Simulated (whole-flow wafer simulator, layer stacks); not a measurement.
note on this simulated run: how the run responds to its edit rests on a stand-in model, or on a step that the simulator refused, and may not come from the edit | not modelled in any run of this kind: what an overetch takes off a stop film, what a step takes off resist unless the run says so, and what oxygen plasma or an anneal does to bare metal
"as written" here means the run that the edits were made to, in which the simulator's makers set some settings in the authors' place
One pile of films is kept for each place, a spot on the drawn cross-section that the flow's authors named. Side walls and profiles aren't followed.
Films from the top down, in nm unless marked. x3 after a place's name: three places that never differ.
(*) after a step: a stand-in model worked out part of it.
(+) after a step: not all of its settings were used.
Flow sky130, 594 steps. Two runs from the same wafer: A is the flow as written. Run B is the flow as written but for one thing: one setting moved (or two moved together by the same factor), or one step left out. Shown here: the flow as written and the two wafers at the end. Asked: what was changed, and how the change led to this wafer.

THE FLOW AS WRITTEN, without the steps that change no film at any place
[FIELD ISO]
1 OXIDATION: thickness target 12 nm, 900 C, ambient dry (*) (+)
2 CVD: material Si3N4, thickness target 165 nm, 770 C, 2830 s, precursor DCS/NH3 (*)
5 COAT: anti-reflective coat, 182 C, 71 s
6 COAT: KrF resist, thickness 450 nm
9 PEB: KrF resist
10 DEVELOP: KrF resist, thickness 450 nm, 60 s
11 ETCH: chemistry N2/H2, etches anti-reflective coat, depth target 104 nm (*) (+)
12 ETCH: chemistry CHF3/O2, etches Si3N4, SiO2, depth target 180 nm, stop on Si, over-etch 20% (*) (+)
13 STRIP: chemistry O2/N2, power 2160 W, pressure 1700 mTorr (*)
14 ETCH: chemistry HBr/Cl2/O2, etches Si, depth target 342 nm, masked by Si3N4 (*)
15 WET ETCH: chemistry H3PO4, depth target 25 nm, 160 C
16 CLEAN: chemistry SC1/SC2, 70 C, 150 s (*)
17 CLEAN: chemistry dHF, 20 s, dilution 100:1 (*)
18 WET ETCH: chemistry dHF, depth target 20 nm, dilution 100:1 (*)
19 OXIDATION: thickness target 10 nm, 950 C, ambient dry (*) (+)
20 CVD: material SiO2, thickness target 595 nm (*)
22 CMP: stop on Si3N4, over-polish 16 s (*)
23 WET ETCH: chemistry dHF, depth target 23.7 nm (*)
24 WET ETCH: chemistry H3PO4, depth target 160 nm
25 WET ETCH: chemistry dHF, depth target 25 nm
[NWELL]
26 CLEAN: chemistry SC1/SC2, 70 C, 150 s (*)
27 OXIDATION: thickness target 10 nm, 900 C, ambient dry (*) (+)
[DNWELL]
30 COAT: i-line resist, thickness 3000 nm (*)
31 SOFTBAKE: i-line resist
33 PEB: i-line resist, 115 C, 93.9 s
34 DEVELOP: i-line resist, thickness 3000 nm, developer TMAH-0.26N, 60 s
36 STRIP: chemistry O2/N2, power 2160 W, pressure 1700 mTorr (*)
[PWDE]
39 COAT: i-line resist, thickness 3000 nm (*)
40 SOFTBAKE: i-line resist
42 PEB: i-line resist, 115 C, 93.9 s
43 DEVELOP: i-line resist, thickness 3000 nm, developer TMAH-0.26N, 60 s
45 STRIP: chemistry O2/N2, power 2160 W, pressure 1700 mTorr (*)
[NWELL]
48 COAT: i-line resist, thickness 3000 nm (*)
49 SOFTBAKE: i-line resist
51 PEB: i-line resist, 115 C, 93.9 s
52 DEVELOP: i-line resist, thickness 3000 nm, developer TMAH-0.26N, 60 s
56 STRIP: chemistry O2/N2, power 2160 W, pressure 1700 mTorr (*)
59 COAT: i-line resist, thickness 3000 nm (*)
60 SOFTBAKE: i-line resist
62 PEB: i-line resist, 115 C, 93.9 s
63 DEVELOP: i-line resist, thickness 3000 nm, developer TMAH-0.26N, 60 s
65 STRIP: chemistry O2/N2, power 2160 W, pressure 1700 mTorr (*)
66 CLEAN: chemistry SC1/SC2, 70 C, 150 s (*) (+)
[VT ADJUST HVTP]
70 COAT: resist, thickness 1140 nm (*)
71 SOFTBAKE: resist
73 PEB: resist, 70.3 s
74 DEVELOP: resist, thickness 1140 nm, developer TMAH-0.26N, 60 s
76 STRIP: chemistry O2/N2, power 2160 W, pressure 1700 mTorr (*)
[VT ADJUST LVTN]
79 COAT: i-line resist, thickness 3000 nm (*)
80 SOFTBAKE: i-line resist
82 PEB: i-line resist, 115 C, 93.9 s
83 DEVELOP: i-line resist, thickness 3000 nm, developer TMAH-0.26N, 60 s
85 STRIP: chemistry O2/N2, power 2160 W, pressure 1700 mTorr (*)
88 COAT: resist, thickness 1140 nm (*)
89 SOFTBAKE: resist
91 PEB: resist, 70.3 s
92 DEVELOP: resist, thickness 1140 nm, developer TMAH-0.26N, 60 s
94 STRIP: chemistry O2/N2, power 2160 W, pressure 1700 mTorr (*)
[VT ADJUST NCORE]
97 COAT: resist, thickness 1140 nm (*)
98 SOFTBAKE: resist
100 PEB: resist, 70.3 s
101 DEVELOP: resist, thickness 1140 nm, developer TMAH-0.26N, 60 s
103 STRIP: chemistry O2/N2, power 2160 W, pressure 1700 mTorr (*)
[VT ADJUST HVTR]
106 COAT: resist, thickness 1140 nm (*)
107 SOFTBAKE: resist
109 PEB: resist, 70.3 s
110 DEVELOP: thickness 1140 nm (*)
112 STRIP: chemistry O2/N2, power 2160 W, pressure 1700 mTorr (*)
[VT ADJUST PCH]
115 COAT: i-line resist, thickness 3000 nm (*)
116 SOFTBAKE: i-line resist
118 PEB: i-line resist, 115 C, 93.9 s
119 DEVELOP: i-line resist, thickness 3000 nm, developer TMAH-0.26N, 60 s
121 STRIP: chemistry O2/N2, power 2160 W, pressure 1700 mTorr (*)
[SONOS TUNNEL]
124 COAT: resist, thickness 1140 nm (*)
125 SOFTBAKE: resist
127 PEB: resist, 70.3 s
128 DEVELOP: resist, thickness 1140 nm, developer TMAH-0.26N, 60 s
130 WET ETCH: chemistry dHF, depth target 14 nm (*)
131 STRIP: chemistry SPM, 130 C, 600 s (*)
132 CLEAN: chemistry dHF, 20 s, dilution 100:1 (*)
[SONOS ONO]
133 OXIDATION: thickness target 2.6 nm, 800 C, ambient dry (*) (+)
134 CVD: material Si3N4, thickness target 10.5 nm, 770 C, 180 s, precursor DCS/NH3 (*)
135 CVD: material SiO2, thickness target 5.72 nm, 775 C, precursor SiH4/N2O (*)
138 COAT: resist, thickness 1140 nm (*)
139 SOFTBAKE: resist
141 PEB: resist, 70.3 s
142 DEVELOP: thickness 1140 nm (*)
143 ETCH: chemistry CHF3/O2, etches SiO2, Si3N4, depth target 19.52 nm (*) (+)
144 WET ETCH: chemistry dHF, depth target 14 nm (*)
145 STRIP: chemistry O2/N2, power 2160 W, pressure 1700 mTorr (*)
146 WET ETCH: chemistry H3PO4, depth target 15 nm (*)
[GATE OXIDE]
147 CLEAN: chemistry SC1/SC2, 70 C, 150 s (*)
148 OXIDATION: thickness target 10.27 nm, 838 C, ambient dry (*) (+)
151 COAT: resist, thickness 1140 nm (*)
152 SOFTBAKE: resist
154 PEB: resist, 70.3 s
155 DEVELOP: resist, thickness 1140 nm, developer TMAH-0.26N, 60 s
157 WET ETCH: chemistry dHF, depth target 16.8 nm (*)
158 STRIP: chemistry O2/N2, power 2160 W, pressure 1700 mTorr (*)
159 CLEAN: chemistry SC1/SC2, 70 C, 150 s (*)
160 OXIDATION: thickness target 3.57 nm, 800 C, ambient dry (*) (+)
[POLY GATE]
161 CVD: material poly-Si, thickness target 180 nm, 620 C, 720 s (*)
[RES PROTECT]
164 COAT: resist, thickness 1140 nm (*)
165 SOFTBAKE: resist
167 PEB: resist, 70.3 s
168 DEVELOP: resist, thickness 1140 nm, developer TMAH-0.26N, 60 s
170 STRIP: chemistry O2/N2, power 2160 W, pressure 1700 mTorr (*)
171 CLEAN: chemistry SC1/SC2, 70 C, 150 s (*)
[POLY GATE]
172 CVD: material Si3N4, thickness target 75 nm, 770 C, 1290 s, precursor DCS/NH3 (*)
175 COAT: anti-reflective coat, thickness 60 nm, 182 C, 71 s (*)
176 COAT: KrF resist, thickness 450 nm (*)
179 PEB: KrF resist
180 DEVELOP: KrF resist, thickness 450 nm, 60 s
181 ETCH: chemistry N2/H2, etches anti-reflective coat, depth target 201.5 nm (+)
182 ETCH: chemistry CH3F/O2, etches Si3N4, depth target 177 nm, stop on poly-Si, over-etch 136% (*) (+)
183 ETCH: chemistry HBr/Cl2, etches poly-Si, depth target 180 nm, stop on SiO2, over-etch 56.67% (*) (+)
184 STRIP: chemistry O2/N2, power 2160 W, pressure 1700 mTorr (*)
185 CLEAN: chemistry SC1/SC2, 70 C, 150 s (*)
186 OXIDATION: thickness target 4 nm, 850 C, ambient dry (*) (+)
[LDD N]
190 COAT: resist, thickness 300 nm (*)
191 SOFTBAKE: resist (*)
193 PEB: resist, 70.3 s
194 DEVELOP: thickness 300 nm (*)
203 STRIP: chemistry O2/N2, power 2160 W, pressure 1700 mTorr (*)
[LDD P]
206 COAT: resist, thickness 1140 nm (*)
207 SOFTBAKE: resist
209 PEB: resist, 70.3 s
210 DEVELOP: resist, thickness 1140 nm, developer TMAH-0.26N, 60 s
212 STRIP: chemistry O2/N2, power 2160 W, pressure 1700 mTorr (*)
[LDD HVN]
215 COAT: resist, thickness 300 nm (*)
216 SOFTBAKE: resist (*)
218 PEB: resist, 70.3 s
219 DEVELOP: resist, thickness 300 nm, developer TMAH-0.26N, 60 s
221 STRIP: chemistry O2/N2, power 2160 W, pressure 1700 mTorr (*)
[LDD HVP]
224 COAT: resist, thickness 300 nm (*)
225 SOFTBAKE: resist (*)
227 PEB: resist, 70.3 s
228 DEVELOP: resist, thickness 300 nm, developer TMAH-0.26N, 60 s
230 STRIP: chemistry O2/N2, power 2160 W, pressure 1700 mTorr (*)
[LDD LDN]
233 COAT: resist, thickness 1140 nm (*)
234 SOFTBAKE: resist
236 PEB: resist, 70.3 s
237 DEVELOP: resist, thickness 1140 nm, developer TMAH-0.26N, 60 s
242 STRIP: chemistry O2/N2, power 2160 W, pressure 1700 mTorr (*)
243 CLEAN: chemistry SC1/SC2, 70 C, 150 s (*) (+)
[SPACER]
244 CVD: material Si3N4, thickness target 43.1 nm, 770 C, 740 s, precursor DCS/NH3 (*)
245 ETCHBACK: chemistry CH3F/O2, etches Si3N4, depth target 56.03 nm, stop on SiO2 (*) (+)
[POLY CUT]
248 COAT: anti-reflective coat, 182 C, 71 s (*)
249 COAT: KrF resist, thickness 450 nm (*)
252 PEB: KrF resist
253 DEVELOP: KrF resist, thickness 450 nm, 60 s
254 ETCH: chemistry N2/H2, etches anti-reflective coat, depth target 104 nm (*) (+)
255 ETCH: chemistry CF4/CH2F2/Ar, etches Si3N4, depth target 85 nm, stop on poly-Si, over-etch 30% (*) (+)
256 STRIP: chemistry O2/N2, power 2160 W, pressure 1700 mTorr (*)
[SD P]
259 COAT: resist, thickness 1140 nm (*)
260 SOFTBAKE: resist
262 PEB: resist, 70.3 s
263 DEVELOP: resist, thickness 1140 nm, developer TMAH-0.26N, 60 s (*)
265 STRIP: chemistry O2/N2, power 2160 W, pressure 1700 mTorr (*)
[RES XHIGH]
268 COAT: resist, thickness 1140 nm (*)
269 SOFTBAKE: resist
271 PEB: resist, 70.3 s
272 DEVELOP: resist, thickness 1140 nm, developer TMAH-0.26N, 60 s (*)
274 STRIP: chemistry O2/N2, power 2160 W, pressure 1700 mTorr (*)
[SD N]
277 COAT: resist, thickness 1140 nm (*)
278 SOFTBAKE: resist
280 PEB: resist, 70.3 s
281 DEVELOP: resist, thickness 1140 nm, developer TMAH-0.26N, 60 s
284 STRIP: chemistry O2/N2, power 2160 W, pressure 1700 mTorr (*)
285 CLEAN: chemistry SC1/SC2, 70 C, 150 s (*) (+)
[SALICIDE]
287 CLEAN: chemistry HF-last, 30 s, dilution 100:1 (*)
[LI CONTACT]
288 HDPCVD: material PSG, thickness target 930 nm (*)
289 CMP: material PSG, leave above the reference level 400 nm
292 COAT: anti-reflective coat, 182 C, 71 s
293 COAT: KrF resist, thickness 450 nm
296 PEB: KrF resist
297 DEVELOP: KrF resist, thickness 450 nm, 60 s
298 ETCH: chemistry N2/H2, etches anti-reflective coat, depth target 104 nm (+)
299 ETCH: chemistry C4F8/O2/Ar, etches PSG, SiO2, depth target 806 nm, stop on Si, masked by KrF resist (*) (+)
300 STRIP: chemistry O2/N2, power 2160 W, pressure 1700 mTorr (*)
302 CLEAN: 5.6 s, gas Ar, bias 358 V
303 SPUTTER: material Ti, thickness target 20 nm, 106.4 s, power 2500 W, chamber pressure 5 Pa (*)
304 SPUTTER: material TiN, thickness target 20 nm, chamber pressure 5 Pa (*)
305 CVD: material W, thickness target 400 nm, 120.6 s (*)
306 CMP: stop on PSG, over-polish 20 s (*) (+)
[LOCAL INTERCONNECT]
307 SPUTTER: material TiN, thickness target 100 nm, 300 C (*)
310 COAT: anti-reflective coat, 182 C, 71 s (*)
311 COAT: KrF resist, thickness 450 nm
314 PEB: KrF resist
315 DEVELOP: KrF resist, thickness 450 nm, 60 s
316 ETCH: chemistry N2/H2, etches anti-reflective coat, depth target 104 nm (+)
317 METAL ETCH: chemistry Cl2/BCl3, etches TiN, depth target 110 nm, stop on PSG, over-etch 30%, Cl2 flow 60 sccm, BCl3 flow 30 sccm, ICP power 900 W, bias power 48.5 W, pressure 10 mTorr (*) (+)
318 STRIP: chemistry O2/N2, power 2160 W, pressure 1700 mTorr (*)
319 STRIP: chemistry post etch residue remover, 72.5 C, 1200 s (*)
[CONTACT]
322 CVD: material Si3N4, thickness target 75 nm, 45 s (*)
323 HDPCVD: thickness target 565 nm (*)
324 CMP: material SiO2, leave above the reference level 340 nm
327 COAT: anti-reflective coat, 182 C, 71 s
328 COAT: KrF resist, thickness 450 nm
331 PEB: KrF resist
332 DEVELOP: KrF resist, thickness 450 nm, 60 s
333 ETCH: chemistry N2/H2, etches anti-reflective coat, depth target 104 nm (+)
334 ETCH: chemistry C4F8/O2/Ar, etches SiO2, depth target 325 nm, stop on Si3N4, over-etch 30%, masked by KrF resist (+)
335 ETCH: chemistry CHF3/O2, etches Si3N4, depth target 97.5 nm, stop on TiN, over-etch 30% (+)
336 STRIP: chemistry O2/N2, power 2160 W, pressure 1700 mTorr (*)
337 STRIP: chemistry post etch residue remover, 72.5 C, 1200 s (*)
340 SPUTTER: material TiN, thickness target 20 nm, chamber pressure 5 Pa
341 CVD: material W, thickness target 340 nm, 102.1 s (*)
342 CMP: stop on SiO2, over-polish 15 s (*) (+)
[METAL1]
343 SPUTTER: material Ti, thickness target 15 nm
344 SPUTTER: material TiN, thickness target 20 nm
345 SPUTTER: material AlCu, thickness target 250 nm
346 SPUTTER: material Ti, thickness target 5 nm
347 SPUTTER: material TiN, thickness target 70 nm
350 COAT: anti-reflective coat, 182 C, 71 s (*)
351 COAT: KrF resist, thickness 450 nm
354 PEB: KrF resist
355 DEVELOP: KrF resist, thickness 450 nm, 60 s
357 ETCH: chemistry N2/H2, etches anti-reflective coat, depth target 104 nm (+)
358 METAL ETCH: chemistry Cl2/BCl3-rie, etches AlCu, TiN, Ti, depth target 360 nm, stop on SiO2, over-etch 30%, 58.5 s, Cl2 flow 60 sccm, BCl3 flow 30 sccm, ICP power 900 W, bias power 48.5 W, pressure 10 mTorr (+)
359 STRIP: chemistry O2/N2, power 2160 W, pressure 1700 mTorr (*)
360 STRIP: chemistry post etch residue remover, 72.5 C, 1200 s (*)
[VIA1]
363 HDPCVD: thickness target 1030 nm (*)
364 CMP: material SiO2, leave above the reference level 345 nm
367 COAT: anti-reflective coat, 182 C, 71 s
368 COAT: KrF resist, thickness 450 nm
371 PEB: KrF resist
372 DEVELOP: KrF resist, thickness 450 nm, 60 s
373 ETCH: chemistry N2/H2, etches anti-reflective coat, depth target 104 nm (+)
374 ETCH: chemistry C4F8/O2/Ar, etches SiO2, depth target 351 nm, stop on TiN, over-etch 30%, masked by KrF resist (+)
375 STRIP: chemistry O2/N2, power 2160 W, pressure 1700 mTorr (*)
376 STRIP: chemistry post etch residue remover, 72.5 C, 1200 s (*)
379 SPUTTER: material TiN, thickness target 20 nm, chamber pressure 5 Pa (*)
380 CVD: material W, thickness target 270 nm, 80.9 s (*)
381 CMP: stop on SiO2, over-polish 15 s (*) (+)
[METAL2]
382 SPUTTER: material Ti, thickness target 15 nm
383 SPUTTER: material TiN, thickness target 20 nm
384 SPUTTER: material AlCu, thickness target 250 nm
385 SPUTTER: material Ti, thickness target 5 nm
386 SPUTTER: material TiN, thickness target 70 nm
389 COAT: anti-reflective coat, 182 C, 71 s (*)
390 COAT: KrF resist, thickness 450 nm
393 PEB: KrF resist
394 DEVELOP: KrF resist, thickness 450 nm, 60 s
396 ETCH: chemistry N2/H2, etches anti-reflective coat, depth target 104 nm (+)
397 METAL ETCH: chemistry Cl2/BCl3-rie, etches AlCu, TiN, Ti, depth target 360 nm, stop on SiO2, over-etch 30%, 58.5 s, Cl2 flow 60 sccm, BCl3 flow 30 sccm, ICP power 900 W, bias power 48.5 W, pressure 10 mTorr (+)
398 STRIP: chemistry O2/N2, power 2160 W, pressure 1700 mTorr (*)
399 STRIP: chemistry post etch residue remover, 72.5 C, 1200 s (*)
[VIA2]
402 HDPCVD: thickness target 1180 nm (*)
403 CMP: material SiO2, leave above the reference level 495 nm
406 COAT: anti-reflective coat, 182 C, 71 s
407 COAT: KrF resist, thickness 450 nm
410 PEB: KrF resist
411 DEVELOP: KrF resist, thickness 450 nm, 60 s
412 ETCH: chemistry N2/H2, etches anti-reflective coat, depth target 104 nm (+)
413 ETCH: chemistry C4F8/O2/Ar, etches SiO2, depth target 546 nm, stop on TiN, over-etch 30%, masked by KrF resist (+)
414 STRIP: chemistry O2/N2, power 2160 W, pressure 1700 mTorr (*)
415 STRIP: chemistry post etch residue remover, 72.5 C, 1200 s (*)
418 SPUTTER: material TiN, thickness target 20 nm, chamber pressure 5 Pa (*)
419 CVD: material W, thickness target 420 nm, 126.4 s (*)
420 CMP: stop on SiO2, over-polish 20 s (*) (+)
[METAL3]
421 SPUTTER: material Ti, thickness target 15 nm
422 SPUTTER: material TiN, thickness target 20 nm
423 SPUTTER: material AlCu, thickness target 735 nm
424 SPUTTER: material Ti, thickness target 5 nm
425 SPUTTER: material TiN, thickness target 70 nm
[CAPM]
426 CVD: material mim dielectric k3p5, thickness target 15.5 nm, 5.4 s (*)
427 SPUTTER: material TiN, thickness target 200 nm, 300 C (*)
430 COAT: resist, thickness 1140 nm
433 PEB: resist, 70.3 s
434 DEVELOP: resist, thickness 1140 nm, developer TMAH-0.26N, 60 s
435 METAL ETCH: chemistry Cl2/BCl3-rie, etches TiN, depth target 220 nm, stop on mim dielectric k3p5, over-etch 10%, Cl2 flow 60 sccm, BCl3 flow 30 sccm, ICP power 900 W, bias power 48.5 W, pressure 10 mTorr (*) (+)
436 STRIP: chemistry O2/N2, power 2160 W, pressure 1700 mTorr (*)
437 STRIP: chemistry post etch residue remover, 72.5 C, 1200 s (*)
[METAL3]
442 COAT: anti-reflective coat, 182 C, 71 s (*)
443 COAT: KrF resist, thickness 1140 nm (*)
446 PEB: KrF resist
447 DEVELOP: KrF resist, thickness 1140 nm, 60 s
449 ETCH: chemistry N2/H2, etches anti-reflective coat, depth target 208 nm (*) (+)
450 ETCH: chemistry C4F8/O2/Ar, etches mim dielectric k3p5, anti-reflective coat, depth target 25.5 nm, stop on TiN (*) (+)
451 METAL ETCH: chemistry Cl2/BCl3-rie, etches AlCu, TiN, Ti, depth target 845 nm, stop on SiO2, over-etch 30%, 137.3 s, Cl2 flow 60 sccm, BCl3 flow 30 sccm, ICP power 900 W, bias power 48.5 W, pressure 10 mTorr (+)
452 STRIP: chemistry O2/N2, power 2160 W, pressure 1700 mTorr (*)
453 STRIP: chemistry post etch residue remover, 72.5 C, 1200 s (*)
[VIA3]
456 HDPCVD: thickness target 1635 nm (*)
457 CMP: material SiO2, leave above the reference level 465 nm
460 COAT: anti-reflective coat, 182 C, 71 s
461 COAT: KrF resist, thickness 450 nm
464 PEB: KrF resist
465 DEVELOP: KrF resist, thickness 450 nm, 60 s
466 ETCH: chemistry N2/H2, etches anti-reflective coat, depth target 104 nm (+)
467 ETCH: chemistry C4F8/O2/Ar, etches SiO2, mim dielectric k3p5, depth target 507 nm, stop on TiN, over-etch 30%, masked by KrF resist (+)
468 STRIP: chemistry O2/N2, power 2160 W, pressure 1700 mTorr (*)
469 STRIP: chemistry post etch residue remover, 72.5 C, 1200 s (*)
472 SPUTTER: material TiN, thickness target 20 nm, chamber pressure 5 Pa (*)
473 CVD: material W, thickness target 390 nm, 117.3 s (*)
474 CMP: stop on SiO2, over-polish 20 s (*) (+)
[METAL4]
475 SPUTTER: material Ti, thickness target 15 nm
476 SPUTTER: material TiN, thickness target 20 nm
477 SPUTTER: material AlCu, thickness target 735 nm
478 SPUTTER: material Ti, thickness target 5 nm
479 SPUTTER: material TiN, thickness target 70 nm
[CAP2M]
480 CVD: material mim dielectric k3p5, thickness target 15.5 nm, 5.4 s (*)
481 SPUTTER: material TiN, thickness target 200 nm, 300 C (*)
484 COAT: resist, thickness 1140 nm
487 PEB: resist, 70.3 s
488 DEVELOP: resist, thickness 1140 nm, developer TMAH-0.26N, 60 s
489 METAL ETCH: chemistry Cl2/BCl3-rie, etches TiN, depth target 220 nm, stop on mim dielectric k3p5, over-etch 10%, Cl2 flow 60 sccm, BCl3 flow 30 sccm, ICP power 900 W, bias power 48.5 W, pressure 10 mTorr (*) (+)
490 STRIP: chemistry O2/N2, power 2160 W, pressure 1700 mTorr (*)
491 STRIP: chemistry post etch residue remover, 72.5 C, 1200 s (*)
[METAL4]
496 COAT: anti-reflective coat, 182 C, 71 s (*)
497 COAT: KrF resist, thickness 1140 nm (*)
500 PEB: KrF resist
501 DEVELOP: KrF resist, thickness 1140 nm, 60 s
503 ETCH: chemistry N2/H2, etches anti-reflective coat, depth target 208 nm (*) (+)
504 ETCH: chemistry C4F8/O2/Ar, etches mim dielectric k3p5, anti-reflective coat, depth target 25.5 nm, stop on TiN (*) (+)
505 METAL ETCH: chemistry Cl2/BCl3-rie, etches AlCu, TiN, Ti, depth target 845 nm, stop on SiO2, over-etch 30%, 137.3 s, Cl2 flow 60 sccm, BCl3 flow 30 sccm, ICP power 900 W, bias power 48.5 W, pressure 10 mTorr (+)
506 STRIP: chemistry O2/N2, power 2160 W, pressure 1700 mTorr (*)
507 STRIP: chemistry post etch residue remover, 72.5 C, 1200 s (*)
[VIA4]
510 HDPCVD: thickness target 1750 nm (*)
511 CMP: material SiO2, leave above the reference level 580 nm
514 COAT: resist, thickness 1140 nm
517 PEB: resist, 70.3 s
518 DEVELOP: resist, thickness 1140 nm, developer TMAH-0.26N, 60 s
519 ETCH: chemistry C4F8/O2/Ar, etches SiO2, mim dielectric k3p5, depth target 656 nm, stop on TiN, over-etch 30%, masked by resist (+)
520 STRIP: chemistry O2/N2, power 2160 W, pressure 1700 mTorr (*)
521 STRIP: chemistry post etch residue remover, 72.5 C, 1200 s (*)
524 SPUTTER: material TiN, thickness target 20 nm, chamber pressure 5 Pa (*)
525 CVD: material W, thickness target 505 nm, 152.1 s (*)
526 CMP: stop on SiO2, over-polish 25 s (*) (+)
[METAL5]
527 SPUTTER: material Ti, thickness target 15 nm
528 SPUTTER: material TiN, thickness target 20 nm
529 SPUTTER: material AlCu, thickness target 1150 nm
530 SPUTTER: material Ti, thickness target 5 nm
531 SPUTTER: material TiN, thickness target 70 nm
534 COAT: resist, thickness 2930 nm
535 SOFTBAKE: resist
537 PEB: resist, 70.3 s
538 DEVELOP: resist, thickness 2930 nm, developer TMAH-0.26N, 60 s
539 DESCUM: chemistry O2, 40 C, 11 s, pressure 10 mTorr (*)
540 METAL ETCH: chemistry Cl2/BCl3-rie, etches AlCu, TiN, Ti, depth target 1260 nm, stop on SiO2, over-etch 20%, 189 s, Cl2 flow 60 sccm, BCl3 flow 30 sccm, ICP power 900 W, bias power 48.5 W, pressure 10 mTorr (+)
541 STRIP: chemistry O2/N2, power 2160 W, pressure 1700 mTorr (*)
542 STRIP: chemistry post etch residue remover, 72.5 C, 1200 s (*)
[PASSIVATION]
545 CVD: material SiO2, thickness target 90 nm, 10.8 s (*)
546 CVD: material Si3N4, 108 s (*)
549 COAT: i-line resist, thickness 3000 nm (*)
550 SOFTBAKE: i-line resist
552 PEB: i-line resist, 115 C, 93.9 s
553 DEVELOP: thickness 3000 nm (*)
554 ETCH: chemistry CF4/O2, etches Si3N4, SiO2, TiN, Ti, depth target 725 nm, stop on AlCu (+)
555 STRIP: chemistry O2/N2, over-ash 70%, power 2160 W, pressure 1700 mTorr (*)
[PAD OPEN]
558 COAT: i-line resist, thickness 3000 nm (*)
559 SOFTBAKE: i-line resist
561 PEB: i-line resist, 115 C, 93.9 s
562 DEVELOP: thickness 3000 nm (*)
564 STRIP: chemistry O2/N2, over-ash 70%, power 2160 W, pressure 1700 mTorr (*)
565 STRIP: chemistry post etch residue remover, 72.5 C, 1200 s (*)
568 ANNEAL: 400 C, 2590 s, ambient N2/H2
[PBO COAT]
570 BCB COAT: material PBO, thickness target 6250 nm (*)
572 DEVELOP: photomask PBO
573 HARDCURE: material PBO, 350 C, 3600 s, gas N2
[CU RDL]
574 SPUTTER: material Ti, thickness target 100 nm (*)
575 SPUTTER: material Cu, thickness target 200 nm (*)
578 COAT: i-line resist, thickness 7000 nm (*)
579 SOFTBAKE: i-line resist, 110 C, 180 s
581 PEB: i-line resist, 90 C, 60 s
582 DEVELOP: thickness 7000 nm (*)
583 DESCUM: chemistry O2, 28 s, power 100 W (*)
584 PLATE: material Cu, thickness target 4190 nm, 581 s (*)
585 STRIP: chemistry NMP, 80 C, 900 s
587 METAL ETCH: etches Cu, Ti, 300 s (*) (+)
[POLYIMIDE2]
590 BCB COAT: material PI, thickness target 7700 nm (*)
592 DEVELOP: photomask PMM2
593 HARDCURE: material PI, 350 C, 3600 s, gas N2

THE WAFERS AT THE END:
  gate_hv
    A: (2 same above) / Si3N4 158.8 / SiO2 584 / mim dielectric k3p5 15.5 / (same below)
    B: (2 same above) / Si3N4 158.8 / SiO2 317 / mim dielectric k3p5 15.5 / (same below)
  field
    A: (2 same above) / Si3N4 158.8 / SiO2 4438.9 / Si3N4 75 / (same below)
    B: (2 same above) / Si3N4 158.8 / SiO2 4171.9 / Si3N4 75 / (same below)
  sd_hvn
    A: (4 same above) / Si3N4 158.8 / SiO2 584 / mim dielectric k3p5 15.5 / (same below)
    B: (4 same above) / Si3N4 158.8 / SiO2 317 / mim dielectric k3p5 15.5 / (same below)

The cause: step 511, CMP: leave above the reference level 313 nm was run, where the flow has leave above the reference level 580 nm.

How the change led to this, step by step:
  511 CMP: material SiO2, leave above the reference level 580 nm
      n_well, p_well, gate_hv and 99 more: A SiO2 -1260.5 | B SiO2 -1527.5
      field, active, gate and 77 more: A SiO2 -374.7 | B SiO2 -641.7
      (and at 11 more places)
  519 ETCH: chemistry C4F8/O2/Ar, etches SiO2, mim dielectric k3p5, depth target 656 nm, stop on TiN, over-etch 30%, masked by resist (+)
      field, active, n_well and 188 more: A resist -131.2 | B resist -62
      m1: A SiO2 -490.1 (all of it), mim dielectric k3p5 -15.5 (all of it) | B SiO2 -223.1 (all of it), mim dielectric k3p5 -15.5 (all of it)
      (and at 1 more place)
  520 STRIP: chemistry O2/N2, power 2160 W, pressure 1700 mTorr (*)
      field, active, n_well and 188 more: A resist -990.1 (all of it) | B resist -1059.2 (all of it)
  524 SPUTTER: material TiN, thickness target 20 nm, chamber pressure 5 Pa (*)
      m1, via4_hole: A TiN +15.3 | B TiN +17.4
  525 CVD: material W, thickness target 505 nm, 152.1 s (*)
      m1: A W +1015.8 (new film) | B W +549.9 (new film)
      via4_hole: A W +1015.2 (new film) | B W +551.1 (new film)
  526 CMP: stop on SiO2, over-polish 25 s (*) (+)
      m1: A W -532.7 | B W -335.9
      via4_hole: A W -532.7 | B W -337.7
